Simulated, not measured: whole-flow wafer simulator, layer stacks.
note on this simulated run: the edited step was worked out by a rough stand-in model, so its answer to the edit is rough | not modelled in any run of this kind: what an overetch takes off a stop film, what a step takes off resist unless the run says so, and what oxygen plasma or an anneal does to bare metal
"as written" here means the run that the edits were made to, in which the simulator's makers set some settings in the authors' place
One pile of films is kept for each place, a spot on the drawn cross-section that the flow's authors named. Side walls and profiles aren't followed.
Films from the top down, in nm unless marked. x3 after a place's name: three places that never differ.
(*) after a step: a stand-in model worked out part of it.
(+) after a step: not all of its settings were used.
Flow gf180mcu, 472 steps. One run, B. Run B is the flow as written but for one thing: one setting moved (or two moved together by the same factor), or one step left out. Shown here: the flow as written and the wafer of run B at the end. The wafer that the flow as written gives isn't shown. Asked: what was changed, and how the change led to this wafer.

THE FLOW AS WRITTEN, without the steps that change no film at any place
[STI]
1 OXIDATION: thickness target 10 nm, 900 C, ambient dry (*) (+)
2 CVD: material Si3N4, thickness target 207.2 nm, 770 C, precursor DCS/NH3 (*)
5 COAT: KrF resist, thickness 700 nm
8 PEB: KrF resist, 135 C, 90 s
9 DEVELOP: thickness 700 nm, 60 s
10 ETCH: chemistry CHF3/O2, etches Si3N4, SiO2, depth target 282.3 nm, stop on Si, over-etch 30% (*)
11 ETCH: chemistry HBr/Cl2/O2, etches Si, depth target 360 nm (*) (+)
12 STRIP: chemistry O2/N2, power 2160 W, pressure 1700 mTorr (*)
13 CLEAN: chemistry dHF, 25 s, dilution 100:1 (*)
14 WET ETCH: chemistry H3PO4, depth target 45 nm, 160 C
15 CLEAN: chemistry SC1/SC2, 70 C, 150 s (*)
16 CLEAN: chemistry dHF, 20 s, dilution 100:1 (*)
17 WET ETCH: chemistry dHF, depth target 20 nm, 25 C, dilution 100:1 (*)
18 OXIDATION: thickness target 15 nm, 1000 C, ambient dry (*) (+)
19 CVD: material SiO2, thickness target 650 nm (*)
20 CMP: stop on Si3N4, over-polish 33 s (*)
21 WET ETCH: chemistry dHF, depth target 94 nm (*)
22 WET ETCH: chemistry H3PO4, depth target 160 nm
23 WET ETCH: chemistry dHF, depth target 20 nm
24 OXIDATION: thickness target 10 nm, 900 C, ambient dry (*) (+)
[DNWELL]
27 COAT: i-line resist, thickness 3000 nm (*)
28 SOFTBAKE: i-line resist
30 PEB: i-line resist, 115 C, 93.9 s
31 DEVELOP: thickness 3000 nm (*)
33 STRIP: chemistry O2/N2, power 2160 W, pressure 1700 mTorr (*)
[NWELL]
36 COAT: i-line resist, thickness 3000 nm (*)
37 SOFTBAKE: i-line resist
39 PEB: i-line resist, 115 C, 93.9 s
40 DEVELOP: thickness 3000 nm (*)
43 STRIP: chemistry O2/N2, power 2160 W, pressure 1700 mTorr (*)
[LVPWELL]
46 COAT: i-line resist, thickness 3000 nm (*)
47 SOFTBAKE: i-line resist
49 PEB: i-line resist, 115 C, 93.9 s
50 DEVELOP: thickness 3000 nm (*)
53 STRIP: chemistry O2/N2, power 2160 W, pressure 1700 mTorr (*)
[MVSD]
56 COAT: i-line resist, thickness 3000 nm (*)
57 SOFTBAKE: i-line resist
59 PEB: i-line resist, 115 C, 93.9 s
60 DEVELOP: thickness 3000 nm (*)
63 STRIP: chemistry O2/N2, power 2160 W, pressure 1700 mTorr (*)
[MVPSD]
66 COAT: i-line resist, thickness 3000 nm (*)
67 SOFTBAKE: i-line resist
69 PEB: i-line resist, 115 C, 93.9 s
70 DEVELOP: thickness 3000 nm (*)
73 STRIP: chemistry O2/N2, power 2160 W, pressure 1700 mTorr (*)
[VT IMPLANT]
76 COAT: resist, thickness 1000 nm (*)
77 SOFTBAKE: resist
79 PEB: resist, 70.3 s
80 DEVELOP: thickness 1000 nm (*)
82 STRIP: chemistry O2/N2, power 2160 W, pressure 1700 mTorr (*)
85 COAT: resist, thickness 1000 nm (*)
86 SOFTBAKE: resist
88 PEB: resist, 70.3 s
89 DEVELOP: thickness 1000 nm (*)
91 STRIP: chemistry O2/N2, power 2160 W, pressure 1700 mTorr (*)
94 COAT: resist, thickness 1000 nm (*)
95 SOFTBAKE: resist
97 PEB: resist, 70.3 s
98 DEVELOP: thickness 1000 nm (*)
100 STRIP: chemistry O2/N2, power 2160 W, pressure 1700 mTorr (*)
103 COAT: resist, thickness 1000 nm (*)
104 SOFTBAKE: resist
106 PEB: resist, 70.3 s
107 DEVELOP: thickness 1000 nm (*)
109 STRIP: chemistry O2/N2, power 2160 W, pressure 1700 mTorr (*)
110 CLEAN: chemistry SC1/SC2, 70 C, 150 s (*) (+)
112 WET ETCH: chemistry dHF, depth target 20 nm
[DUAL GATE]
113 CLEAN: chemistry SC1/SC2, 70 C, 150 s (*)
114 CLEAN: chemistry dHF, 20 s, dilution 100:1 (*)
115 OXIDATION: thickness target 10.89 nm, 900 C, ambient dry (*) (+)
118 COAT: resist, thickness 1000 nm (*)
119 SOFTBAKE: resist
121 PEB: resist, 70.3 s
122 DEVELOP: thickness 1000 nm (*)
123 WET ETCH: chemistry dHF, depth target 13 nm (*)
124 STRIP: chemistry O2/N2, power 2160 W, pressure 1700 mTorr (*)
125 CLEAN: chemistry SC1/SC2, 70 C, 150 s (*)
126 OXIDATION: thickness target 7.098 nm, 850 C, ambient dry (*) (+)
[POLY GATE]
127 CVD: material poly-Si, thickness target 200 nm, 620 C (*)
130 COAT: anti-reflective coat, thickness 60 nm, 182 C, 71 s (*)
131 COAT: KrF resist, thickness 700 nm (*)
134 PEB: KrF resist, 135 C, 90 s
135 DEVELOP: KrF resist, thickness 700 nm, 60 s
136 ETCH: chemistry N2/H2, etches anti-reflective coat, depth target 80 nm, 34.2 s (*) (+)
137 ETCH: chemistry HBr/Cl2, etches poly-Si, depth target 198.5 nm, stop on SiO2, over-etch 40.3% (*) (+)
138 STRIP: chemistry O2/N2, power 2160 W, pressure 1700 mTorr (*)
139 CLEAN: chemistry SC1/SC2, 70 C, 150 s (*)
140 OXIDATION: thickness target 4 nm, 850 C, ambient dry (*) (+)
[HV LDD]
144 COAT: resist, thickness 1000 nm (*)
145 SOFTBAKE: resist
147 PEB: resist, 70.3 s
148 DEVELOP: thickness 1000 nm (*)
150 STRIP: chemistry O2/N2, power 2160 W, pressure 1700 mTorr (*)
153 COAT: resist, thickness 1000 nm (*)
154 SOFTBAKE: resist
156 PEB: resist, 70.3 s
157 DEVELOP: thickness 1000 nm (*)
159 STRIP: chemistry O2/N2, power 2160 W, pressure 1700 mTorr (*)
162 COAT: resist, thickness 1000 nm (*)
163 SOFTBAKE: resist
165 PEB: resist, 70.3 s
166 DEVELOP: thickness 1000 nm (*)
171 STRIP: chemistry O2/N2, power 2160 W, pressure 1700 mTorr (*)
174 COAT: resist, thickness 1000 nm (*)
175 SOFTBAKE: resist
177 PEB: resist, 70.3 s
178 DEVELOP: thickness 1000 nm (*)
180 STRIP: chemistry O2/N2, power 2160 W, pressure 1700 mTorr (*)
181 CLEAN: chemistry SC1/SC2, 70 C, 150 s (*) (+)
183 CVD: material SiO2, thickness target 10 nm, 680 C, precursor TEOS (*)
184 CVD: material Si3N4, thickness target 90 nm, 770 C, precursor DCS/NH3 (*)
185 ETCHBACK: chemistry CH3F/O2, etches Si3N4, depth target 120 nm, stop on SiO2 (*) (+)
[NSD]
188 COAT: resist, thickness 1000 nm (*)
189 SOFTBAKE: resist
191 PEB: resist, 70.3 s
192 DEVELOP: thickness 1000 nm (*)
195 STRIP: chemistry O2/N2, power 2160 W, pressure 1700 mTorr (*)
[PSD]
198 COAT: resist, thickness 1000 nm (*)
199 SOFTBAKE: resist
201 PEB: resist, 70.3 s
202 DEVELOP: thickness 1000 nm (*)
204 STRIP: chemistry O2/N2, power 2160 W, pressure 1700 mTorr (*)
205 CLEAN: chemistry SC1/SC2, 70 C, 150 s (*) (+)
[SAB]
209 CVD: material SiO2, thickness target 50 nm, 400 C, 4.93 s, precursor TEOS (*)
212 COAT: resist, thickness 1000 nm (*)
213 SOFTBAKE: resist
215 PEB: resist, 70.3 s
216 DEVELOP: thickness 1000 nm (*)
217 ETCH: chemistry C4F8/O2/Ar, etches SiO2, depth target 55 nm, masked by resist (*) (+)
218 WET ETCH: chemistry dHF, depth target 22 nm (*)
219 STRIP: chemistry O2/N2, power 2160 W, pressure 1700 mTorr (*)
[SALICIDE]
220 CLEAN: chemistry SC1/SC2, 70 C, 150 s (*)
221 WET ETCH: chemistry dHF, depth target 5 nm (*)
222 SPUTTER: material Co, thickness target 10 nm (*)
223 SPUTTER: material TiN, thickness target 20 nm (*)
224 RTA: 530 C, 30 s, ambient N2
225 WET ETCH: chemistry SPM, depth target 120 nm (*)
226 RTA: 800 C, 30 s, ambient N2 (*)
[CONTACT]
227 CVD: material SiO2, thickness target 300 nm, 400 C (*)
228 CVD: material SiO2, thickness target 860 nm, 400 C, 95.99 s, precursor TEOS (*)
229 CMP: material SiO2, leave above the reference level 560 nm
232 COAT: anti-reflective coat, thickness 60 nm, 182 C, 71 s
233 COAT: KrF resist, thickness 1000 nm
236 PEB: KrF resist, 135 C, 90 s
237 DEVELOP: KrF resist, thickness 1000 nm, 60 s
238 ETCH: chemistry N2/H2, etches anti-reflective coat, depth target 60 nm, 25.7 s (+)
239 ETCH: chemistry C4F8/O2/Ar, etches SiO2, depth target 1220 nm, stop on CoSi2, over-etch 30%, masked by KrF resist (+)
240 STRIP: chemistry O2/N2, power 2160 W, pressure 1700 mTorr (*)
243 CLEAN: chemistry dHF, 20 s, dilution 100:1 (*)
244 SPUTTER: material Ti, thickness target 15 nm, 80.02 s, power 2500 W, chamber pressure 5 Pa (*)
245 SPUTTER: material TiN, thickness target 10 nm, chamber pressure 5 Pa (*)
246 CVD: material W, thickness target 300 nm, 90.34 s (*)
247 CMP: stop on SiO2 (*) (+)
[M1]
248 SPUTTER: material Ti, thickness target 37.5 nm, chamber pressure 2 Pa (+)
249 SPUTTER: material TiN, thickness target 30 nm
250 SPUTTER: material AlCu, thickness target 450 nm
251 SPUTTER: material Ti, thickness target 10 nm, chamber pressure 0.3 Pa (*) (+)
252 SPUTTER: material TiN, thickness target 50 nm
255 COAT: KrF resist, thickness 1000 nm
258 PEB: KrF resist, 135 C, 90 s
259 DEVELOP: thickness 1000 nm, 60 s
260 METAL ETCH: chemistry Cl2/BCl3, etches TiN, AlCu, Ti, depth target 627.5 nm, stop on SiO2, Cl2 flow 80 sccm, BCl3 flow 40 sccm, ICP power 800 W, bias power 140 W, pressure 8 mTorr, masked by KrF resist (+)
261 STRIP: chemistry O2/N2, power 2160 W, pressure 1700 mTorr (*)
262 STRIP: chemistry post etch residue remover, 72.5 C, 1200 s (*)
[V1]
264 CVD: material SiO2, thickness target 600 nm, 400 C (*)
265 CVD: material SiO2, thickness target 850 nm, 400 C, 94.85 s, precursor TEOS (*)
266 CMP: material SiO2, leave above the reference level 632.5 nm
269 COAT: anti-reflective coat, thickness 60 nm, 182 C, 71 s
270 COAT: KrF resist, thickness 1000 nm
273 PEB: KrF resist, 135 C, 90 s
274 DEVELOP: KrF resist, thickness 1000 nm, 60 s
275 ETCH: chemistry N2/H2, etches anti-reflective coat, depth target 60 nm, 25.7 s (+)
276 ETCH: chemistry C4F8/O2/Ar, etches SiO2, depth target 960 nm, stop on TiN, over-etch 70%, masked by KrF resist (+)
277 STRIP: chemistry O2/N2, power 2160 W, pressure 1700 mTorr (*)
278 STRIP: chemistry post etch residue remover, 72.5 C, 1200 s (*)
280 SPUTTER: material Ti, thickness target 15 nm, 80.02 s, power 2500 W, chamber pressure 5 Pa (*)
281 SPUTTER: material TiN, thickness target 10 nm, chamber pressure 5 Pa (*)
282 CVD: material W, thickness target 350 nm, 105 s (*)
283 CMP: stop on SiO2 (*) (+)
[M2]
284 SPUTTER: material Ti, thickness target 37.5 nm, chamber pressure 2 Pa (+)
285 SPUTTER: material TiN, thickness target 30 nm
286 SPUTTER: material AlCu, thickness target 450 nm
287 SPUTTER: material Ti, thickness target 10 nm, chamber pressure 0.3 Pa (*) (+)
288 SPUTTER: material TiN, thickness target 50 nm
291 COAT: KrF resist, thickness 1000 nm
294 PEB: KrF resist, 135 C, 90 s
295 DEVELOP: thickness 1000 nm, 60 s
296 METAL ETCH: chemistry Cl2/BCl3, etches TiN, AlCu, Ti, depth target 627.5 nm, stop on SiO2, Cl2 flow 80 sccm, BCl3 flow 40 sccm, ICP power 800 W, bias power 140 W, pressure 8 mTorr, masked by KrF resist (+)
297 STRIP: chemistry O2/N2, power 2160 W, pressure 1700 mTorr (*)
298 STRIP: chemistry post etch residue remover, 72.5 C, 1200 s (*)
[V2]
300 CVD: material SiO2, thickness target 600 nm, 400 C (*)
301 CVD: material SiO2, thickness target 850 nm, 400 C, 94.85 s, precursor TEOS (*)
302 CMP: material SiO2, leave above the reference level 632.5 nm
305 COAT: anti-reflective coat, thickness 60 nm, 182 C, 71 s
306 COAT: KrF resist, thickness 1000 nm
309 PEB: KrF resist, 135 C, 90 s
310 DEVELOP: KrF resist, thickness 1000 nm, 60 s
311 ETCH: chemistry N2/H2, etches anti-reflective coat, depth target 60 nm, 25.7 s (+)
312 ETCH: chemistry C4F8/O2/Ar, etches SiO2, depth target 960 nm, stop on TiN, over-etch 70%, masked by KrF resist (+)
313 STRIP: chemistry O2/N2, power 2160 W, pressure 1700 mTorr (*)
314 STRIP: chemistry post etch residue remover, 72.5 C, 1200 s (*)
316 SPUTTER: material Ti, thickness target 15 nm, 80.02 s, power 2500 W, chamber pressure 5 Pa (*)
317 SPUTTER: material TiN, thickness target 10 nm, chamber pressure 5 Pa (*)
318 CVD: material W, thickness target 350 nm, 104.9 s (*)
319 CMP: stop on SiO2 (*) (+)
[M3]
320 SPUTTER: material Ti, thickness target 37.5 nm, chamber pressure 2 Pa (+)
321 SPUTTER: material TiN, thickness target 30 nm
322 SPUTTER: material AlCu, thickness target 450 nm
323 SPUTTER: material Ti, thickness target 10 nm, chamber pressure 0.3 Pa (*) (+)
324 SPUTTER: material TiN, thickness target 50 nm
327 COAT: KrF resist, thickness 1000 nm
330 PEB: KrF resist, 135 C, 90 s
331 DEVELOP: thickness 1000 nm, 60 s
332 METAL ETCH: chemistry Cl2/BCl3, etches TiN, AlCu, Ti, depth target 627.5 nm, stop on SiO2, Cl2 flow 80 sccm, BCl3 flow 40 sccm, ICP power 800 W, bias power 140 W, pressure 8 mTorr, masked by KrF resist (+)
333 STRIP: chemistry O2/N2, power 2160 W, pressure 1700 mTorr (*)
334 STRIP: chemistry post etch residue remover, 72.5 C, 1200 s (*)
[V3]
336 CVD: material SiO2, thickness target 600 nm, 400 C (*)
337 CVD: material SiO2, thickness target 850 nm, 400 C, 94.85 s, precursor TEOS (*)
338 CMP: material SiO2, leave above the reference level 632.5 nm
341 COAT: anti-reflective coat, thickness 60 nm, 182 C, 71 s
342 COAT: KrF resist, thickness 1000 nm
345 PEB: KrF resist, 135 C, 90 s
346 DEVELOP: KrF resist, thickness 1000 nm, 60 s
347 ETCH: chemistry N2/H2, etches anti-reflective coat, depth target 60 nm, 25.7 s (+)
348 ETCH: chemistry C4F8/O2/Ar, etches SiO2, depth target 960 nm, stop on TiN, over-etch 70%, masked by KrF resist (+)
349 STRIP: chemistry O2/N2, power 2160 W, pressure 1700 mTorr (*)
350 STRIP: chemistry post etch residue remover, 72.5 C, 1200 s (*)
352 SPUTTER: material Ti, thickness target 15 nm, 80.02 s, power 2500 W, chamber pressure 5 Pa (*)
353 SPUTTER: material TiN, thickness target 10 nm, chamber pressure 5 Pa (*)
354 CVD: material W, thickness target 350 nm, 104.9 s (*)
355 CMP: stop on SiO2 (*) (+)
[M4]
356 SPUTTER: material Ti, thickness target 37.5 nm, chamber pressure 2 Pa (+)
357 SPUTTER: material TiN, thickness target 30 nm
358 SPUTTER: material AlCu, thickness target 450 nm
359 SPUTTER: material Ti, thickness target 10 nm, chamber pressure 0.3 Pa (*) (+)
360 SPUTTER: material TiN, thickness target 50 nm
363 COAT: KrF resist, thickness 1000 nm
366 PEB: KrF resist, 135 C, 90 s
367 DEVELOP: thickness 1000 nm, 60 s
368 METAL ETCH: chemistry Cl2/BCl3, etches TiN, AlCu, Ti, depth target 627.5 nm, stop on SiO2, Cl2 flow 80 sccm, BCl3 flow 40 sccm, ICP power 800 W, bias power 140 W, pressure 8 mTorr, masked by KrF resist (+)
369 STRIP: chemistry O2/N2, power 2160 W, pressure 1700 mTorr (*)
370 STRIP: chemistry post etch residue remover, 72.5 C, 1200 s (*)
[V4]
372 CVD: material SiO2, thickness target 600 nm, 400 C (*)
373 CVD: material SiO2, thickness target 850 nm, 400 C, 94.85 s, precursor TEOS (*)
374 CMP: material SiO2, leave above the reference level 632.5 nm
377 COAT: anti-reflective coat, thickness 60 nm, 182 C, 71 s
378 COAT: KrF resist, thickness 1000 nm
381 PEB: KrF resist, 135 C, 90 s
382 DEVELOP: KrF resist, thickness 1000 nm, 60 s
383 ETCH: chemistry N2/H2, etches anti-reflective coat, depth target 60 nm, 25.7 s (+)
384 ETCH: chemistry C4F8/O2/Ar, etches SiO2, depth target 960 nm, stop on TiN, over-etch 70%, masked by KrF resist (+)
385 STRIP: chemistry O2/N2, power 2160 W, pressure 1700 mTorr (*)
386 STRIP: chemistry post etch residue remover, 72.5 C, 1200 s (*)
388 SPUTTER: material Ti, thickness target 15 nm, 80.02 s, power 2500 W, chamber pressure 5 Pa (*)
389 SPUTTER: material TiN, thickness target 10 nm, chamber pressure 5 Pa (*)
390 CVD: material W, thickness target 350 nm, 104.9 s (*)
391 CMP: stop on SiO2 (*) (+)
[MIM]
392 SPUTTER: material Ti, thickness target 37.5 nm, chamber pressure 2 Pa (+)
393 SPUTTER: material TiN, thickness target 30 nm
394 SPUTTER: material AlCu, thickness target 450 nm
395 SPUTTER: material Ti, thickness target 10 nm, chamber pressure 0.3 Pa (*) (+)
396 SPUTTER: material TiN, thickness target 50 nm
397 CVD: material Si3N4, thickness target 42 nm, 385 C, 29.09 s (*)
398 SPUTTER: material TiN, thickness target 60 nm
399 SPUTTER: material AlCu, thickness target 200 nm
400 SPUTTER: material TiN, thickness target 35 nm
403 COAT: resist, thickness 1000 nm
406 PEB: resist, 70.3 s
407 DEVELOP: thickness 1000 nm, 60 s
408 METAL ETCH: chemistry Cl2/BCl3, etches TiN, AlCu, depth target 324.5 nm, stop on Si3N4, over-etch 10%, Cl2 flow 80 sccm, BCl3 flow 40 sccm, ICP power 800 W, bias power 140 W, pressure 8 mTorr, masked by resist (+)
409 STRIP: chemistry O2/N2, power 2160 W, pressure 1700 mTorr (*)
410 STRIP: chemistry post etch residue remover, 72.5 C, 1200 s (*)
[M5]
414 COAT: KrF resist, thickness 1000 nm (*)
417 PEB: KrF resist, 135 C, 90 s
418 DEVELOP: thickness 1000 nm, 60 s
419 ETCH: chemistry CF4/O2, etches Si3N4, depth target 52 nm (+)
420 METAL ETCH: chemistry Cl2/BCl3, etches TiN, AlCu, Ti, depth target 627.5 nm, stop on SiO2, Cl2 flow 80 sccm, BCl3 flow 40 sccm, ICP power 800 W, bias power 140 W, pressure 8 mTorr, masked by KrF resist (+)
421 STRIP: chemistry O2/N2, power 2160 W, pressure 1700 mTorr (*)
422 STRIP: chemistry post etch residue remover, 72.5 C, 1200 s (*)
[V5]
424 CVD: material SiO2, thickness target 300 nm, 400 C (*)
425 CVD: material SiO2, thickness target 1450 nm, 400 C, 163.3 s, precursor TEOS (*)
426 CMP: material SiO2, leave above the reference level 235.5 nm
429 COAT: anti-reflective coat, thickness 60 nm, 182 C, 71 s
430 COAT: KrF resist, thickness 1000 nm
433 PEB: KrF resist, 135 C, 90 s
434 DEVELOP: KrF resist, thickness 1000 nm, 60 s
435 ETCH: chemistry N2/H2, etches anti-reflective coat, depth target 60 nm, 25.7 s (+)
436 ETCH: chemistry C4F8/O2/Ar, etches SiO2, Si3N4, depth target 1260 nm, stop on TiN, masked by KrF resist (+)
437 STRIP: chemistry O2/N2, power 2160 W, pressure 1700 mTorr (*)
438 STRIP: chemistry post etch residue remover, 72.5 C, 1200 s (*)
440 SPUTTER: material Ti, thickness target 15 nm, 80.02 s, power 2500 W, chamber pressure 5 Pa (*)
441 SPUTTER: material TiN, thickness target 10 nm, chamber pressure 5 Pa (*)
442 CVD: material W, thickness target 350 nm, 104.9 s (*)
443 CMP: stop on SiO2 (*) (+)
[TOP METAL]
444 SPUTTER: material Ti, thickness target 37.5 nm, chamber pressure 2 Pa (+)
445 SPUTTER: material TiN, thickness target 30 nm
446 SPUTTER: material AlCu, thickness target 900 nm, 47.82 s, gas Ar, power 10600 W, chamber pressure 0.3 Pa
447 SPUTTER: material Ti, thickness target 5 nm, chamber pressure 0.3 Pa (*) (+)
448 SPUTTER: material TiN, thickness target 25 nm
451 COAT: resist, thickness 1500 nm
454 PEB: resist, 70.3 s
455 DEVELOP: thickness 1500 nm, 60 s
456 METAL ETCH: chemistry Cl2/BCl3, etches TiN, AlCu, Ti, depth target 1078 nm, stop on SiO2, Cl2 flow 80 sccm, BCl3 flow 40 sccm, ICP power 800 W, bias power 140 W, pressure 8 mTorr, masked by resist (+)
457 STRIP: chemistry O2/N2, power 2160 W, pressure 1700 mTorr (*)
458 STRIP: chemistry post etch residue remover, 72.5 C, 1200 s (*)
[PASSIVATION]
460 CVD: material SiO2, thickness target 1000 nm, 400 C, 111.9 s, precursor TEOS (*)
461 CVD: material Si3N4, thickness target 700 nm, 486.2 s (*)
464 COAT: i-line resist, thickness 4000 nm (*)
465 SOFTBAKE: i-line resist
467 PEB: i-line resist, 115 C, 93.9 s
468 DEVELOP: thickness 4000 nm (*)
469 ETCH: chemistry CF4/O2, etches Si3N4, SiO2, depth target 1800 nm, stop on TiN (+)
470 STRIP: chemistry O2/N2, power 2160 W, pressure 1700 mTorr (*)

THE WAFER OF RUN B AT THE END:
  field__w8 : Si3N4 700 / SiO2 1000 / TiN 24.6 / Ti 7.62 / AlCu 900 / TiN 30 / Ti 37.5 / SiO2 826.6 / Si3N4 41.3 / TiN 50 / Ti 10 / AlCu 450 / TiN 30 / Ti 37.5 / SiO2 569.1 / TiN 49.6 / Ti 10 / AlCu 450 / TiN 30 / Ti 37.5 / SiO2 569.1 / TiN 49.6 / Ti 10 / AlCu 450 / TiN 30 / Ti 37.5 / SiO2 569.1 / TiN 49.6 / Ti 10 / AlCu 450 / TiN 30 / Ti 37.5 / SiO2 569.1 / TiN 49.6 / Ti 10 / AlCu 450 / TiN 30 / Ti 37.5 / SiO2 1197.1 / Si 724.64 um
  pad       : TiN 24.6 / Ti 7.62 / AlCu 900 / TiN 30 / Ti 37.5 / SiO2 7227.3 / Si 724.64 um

The cause: step 447, SPUTTER: thickness target 7.62 nm was run, where the flow has thickness target 5 nm.
It can be read off the wafer: field__w8 has Ti 7.62, and step 447 as written asks for 5 nm.

How the change led to this, step by step:
  447 SPUTTER: material Ti, thickness target 5 nm, chamber pressure 0.3 Pa (*) (+)
      field, field__w1, field__w2 and 109 more: Ti +7.62 (new film) (as written it would be: Ti +5 (new film))
  456 METAL ETCH: chemistry Cl2/BCl3, etches TiN, AlCu, Ti, depth target 1078 nm, stop on SiO2, Cl2 flow 80 sccm, BCl3 flow 40 sccm, ICP power 800 W, bias power 140 W, pressure 8 mTorr, masked by resist (+)
      field, field__w1, field__w2 and 103 more: TiN -25 (all of it), Ti -7.62 (all of it), AlCu -900 (all of it), TiN -30 (all of it), Ti -37.5 (all of it) (as written it would be: TiN -25 (all of it), Ti -5 (all of it), AlCu -900 (all of it), TiN -30 (all of it), Ti -37.5 (all of it))
